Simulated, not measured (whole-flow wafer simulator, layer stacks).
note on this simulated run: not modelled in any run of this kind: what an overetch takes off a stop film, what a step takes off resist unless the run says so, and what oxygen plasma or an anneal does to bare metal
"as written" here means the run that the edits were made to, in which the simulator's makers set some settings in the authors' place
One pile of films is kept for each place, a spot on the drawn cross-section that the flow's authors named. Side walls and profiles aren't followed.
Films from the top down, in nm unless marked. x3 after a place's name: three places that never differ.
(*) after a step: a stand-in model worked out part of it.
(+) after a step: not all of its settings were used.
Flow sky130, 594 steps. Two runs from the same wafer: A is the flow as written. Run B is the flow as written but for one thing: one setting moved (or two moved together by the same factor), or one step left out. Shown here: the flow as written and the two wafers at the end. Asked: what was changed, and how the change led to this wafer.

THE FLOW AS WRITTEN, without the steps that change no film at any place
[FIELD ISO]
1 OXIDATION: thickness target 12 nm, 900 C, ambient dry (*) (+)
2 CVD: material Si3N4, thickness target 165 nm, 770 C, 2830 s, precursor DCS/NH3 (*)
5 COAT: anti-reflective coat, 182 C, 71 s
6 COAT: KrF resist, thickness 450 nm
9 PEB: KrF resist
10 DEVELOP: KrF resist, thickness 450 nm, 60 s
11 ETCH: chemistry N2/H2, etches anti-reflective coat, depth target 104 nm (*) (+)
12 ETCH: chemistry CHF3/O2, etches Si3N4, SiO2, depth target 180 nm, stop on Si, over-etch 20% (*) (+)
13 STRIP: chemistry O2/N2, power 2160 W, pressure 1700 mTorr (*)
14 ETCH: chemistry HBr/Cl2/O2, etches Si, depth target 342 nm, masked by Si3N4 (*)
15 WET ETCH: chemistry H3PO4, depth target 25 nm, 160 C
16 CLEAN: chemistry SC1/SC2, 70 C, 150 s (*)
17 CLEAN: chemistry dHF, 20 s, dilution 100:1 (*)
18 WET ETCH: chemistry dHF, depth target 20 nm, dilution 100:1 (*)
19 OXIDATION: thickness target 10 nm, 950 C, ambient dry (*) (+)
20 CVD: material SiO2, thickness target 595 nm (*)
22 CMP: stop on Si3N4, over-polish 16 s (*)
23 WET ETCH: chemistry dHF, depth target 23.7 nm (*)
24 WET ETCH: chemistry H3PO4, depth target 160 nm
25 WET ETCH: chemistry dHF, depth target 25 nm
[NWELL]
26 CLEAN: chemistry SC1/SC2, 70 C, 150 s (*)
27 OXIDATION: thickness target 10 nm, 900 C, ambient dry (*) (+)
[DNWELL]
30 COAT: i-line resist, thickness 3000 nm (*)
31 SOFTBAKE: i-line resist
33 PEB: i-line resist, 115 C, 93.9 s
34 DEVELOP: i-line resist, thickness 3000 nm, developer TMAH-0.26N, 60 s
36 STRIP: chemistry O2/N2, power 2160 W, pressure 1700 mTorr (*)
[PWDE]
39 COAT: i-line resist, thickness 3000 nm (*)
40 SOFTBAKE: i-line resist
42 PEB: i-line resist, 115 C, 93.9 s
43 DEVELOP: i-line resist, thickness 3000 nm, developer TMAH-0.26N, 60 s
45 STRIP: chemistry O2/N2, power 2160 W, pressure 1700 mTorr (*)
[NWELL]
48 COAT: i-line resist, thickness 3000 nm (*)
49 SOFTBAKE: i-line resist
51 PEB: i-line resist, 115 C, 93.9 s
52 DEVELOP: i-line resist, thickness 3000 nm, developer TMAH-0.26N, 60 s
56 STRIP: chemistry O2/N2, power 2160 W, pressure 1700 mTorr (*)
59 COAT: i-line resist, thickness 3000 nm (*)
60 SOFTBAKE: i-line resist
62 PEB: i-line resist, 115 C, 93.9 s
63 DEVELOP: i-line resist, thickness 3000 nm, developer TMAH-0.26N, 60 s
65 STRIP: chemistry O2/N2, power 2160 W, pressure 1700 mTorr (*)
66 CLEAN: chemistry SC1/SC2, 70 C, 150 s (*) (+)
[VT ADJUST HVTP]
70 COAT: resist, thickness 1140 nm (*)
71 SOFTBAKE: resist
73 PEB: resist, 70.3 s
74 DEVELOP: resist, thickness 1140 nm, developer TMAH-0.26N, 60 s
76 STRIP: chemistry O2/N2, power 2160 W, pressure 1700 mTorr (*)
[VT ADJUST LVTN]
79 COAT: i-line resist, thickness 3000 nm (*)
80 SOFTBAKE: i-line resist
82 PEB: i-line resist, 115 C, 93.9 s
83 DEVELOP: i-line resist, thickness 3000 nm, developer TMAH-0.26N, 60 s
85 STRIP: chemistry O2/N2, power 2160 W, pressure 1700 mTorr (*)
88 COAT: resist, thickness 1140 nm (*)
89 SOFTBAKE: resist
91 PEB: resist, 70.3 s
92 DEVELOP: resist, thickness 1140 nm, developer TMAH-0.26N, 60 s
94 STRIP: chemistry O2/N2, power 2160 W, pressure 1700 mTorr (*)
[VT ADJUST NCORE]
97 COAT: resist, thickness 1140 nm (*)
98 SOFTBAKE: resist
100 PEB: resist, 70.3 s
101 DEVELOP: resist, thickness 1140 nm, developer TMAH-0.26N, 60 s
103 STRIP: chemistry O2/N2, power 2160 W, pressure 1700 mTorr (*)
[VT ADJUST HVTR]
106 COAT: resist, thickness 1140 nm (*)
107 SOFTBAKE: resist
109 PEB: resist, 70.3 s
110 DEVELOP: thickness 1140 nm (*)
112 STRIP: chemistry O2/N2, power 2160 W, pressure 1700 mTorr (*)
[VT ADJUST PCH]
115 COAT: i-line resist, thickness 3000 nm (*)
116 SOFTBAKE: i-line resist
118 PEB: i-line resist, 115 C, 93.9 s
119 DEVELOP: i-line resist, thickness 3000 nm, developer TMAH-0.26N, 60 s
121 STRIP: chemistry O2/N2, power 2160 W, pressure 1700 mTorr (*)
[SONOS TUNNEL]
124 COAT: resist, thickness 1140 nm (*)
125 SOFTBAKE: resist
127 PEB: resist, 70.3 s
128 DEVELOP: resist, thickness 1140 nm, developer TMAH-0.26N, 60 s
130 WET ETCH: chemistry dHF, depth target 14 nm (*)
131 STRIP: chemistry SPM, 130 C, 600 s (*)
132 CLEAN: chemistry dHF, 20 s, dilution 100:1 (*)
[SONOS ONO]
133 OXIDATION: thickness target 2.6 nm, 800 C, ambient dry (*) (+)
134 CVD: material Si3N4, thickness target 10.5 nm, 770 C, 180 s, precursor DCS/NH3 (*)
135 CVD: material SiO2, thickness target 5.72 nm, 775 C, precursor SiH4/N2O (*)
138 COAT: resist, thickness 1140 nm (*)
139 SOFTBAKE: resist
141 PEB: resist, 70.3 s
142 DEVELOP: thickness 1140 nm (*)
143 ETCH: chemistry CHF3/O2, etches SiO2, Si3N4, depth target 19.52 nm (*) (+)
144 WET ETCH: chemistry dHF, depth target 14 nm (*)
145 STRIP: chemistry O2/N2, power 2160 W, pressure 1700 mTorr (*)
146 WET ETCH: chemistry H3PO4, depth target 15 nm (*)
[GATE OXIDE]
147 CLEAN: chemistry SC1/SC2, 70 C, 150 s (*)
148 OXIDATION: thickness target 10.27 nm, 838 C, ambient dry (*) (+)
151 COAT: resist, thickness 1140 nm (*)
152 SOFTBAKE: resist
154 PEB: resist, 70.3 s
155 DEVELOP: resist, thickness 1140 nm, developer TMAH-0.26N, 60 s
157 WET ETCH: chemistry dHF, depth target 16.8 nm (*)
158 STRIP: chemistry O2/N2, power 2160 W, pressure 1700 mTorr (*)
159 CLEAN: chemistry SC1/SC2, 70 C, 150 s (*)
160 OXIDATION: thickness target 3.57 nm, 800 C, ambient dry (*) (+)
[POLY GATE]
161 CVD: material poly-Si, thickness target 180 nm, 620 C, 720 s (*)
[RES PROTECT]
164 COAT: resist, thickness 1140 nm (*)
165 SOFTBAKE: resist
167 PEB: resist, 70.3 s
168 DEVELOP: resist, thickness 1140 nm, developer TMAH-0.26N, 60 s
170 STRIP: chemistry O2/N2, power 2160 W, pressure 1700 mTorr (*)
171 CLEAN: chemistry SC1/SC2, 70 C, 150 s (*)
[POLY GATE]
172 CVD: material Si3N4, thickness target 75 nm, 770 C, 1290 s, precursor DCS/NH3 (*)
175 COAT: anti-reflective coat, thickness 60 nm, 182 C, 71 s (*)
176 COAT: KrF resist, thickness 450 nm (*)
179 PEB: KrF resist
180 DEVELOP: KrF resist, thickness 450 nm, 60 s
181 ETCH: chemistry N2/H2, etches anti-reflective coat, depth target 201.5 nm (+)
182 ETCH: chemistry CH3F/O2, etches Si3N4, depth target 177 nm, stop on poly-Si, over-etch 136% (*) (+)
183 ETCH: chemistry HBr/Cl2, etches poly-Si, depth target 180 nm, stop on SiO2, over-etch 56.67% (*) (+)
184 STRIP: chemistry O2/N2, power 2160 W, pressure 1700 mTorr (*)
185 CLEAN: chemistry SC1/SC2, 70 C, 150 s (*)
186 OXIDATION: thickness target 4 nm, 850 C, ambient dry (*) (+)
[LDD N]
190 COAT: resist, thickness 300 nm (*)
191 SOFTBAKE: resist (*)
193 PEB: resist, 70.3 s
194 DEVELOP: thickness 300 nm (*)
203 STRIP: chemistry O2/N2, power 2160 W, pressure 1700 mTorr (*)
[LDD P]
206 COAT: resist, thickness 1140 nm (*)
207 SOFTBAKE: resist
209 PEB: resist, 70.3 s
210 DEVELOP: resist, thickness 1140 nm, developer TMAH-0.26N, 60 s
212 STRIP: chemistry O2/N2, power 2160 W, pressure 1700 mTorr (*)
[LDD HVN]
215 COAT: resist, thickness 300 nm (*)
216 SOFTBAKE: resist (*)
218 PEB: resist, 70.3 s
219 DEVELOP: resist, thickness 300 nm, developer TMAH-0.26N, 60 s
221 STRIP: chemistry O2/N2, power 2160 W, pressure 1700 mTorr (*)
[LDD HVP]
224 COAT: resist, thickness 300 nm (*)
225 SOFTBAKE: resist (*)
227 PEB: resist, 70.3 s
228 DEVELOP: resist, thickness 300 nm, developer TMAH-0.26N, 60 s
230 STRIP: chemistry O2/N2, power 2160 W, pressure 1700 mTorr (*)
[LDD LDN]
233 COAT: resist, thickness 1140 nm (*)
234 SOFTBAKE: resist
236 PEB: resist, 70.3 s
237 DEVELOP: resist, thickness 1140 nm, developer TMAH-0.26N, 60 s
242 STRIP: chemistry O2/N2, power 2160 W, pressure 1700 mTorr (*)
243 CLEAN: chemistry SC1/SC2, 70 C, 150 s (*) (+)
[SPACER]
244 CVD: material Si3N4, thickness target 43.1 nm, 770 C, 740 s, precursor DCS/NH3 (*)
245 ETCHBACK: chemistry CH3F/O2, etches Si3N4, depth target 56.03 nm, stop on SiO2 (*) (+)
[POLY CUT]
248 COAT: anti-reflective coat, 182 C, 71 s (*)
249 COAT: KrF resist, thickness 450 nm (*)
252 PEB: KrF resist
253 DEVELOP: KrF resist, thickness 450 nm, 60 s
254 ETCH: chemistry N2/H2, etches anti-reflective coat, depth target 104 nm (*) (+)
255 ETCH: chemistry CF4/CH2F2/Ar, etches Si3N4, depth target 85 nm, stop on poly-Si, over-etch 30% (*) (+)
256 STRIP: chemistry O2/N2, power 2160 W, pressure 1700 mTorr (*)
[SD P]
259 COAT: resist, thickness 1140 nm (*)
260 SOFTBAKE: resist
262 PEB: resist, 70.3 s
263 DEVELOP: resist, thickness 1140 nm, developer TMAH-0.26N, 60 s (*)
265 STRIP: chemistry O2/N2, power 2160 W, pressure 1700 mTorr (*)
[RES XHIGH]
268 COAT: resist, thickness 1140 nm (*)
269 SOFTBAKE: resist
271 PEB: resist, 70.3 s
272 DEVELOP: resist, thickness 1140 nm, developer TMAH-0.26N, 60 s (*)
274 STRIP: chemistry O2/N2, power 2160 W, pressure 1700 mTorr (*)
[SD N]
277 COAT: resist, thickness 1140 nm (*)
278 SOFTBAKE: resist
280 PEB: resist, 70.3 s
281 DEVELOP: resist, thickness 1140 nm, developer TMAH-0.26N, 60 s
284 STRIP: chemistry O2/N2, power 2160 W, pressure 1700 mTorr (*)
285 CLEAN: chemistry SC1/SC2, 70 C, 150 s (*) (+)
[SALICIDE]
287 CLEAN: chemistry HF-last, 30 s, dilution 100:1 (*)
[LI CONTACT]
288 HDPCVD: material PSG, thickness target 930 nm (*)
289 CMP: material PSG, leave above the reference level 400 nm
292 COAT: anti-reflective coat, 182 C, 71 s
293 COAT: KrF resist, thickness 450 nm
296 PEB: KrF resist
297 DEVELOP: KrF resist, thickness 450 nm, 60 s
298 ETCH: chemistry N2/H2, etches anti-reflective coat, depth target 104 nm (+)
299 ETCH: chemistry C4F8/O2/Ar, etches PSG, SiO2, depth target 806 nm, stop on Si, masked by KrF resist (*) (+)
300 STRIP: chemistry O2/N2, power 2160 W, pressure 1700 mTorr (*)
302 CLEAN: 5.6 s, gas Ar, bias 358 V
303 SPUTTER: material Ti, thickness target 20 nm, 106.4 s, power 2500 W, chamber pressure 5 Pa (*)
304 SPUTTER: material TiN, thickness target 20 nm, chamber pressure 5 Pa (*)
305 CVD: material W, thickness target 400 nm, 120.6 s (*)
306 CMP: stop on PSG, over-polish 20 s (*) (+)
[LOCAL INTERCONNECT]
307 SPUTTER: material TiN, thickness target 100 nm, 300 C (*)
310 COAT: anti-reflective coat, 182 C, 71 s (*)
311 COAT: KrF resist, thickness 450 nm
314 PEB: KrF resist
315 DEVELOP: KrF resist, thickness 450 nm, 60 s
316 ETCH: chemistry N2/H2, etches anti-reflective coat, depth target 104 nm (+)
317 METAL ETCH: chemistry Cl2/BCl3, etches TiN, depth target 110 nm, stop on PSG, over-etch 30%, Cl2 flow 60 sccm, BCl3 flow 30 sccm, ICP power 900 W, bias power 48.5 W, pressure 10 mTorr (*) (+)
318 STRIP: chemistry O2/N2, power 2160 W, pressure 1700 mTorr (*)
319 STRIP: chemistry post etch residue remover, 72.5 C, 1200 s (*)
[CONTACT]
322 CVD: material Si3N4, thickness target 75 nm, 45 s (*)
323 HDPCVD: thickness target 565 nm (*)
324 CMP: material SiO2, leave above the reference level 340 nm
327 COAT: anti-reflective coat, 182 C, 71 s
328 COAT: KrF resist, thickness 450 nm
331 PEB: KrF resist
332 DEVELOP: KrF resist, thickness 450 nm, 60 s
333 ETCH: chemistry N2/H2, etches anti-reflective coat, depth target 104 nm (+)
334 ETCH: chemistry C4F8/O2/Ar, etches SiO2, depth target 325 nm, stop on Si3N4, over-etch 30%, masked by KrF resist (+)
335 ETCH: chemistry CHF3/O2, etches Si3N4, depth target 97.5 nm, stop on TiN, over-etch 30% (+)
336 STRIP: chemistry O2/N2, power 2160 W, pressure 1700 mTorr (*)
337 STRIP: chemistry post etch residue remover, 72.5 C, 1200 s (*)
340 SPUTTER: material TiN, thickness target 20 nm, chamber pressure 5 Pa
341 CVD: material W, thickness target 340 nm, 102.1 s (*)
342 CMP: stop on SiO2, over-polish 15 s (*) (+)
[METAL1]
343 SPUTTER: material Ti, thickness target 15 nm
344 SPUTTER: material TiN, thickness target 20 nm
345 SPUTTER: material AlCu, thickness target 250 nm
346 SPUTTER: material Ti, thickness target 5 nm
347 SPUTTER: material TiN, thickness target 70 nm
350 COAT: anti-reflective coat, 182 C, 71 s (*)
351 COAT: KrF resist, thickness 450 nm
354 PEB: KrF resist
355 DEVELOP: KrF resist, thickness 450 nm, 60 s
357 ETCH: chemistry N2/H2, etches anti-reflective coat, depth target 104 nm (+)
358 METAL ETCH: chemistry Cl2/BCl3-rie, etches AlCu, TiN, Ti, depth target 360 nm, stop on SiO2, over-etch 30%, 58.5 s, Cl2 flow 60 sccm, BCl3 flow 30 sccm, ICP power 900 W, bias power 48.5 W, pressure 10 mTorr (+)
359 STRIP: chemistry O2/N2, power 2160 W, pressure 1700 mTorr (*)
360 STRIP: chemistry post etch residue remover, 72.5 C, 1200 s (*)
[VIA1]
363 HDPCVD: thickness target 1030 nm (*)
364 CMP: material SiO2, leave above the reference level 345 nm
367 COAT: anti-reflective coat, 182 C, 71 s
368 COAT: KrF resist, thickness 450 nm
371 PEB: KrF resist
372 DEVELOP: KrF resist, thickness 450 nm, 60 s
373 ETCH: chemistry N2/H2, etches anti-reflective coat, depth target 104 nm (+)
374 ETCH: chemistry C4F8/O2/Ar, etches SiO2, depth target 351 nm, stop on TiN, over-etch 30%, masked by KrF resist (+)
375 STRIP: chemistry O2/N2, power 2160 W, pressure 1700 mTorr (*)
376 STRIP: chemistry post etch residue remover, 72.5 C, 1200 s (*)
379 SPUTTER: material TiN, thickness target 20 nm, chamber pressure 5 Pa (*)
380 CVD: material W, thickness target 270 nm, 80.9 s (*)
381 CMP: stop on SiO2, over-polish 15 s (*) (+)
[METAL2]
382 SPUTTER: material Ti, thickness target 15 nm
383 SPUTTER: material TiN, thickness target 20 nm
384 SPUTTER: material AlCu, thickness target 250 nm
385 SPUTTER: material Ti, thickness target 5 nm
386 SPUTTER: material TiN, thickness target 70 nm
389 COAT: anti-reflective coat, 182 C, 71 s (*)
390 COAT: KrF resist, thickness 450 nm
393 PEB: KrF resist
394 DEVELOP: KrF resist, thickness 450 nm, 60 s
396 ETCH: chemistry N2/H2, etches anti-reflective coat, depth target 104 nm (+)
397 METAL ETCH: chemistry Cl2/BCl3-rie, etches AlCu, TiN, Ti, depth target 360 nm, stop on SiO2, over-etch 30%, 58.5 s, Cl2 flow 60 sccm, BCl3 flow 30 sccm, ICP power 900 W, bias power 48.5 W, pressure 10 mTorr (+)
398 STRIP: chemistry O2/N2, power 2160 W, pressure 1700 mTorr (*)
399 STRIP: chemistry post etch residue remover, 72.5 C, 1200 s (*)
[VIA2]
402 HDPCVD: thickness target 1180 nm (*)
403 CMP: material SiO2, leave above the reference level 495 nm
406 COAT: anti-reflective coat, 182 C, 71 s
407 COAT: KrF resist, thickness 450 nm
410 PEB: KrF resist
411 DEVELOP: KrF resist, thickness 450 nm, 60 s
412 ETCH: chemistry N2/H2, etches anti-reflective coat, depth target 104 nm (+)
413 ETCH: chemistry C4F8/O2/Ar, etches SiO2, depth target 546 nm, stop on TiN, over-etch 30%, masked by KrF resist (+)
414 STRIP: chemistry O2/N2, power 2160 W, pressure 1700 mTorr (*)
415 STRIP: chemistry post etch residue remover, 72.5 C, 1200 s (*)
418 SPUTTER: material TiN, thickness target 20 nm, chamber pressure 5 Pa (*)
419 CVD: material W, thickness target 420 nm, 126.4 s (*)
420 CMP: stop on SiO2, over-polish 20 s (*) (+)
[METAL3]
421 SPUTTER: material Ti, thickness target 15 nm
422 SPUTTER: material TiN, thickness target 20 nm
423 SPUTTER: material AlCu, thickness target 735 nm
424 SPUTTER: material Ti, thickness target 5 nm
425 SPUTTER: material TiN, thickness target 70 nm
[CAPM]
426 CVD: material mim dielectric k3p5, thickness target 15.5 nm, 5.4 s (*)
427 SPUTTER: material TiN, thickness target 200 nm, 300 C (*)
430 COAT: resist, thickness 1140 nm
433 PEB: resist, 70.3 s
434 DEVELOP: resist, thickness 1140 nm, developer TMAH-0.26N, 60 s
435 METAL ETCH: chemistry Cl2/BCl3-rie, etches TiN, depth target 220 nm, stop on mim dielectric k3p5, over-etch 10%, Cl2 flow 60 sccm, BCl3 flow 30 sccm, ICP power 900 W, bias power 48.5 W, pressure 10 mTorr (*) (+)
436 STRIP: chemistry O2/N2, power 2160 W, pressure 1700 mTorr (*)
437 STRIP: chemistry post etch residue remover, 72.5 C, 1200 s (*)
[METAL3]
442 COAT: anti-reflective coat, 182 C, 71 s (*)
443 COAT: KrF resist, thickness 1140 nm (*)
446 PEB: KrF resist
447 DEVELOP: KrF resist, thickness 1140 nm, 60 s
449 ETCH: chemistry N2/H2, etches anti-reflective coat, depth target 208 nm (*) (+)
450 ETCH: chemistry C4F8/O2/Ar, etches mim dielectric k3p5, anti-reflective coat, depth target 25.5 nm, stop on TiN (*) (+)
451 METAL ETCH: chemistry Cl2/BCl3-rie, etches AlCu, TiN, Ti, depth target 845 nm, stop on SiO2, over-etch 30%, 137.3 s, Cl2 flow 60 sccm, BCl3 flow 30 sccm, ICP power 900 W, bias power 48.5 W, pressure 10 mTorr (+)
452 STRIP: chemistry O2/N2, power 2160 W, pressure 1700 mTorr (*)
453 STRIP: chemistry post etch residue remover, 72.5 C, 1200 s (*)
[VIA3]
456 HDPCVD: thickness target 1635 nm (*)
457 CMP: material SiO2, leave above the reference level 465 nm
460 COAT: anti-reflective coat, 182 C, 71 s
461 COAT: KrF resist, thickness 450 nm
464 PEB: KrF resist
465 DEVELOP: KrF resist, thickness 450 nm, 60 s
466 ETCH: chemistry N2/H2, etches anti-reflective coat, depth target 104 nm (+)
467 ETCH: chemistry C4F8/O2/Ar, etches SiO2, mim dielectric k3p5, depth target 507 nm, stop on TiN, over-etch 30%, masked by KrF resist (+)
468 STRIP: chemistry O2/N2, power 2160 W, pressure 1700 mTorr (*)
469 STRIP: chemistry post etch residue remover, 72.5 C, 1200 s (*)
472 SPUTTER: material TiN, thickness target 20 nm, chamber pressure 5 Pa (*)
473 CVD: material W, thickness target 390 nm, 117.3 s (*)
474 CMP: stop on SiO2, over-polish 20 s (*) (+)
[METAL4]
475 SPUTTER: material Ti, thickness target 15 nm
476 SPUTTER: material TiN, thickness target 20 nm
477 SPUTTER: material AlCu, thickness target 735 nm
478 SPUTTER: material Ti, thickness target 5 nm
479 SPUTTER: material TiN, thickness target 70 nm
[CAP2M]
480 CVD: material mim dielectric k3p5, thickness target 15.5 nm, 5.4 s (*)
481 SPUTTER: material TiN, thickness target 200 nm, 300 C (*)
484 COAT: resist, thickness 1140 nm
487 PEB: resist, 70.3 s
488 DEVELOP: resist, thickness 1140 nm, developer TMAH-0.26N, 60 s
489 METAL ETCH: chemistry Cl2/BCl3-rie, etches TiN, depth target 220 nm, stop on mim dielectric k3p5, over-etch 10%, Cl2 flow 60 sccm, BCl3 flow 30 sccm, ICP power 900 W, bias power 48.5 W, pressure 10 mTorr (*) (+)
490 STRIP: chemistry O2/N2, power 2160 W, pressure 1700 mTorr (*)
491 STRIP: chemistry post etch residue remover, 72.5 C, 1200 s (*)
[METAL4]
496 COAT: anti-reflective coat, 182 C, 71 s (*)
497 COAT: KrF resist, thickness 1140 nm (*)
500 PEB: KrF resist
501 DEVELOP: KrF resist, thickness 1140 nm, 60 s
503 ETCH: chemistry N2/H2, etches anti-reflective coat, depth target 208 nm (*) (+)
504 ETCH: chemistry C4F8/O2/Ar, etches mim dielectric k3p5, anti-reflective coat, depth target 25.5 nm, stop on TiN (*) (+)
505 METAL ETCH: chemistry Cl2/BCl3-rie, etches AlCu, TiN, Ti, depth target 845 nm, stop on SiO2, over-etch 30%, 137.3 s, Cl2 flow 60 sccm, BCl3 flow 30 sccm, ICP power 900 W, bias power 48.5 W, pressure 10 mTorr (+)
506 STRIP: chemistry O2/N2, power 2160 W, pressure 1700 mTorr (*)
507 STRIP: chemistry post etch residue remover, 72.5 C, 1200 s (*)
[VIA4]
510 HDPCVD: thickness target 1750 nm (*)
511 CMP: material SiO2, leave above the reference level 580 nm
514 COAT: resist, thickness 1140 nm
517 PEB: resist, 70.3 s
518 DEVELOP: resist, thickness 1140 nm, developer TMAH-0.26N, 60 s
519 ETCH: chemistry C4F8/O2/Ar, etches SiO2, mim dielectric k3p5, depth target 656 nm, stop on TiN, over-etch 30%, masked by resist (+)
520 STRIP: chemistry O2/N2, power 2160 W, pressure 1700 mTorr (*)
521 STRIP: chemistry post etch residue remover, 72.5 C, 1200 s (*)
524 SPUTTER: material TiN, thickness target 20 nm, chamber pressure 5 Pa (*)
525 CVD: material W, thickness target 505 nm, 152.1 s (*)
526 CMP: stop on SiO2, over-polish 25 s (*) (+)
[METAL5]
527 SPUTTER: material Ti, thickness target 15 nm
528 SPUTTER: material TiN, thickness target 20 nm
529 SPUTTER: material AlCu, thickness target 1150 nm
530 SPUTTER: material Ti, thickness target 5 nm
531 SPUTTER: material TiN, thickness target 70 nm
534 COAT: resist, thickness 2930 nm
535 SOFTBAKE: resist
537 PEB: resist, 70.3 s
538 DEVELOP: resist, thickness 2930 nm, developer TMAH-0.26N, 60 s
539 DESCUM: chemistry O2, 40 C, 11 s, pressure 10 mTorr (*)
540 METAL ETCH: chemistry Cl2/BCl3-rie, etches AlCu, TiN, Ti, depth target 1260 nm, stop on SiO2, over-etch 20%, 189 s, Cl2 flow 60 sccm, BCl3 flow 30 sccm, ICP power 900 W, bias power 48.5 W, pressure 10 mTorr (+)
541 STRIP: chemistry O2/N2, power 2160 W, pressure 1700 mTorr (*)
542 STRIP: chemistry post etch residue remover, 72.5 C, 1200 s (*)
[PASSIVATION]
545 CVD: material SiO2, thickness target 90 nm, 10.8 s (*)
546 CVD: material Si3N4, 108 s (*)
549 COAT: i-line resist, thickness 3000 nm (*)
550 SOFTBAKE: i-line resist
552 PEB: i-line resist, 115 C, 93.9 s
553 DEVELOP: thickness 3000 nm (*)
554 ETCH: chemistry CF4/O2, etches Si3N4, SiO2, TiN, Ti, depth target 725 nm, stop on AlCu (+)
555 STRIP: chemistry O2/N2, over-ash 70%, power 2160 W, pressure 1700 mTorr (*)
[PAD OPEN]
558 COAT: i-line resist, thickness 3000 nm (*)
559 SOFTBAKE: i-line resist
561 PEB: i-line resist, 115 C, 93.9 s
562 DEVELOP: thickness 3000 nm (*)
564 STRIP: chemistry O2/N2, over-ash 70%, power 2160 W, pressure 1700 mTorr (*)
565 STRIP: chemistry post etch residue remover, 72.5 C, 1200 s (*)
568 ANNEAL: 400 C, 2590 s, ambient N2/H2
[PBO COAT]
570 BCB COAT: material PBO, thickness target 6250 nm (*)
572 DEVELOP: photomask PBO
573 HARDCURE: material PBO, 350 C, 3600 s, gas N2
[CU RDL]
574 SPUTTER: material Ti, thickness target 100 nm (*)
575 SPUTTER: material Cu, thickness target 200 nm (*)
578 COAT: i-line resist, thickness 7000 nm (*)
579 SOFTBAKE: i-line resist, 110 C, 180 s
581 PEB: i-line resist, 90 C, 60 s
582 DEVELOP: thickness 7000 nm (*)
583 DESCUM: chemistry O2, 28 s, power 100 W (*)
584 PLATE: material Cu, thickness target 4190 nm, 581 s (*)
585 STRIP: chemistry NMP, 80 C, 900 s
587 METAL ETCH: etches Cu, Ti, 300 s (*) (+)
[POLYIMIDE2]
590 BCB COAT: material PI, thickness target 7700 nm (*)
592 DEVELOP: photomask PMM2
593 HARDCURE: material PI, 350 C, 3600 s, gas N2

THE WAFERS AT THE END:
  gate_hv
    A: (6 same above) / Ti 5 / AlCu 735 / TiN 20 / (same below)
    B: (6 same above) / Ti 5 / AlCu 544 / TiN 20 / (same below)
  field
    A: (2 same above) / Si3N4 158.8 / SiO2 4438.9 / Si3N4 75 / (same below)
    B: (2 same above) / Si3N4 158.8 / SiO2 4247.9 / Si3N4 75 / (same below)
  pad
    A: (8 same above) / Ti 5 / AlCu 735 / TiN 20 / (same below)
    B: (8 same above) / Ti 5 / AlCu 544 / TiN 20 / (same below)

The cause: step 477, SPUTTER: thickness target 544 nm was run, where the flow has thickness target 735 nm.
It can be read off the wafer: gate_hv has AlCu 544, and step 477 as written asks for 735 nm.

How the change led to this, step by step:
  477 SPUTTER: material AlCu, thickness target 735 nm
      field, active, n_well and 189 more: A AlCu +735 (new film) | B AlCu +544 (new film)
  505 METAL ETCH: chemistry Cl2/BCl3-rie, etches AlCu, TiN, Ti, depth target 845 nm, stop on SiO2, over-etch 30%, 137.3 s, Cl2 flow 60 sccm, BCl3 flow 30 sccm, ICP power 900 W, bias power 48.5 W, pressure 10 mTorr (+)
      field, gate, spacer and 61 more: A TiN -70 (all of it), Ti -5 (all of it), AlCu -735 (all of it), TiN -20 (all of it), Ti -15 (all of it), SiO2 -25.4 | B TiN -70 (all of it), Ti -5 (all of it), AlCu -544 (all of it), TiN -20 (all of it), Ti -15 (all of it), SiO2 -44.4
      vpp_iso1, m1_ln, poly_licon and 8 more: A TiN -70 (all of it), Ti -5 (all of it), AlCu -735 (all of it), TiN -20 (all of it), Ti -15 (all of it), SiO2 -25.3 | B TiN -70 (all of it), Ti -5 (all of it), AlCu -544 (all of it), TiN -20 (all of it), Ti -15 (all of it), SiO2 -44.4
      (and at 13 more places)
  511 CMP: material SiO2, leave above the reference level 580 nm
      field, active, gate and 67 more: A SiO2 -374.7 | B SiO2 -546.6
      vpp_ln, vpp_iso2, mim_edge_plate and 7 more: A SiO2 -374.7 | B SiO2 -546.5
      (and at 8 more places)
